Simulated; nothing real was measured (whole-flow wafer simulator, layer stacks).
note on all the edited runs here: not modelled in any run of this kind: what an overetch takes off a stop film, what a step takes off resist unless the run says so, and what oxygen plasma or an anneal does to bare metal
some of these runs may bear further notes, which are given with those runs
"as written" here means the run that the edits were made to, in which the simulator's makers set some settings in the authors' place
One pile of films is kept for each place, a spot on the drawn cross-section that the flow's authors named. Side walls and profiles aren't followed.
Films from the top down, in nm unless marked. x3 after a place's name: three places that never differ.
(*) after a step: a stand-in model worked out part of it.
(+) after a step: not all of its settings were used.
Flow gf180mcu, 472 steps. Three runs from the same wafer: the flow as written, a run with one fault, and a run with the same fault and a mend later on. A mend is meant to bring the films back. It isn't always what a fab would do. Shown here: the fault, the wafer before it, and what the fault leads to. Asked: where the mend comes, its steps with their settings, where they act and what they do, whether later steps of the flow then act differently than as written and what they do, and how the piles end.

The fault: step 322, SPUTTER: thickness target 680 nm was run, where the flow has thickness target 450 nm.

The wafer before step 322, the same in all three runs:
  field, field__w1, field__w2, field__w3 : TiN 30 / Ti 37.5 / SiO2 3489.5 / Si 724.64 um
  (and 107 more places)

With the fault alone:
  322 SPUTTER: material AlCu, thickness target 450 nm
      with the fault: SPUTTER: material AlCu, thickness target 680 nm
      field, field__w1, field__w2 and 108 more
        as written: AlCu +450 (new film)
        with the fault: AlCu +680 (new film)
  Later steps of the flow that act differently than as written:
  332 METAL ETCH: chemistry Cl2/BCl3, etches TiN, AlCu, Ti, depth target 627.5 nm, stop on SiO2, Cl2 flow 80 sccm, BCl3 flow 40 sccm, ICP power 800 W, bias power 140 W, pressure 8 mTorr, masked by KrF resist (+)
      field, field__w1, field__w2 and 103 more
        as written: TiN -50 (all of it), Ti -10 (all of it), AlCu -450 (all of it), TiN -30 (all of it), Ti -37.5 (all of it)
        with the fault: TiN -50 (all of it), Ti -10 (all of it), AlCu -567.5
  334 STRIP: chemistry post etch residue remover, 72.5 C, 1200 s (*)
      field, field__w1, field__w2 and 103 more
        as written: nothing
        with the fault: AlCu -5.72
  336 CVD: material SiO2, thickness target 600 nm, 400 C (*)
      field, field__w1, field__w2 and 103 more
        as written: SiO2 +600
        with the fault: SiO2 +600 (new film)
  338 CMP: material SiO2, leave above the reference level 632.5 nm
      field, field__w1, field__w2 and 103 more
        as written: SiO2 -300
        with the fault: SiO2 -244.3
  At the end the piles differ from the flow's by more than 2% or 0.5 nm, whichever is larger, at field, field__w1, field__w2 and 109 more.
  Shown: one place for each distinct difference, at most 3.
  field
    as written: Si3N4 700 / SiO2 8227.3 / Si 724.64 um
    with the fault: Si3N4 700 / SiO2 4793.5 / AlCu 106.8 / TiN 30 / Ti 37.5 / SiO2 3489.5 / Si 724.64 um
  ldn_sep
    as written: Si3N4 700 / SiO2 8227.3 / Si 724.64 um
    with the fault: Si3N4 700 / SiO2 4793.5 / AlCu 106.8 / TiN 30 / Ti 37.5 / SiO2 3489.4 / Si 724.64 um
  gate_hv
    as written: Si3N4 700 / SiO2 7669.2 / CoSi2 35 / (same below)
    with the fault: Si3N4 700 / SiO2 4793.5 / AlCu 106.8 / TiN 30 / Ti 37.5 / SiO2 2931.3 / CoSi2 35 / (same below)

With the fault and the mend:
  The mend comes after step 322.
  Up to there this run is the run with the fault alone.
  322a METAL ETCH: chemistry Cl2/BCl3, etches TiN, AlCu, Ti, depth target 230 nm, Cl2 flow 80 sccm, BCl3 flow 40 sccm, ICP power 800 W, bias power 140 W, pressure 8 mTorr (the flow's step 260 once more, with other settings)
      field, field__w1, field__w2 and 108 more
        AlCu -230
  No later step of the flow acts differently than as written at any place that is followed.
  At the end the piles are the same as the flow's at every place that both follow.
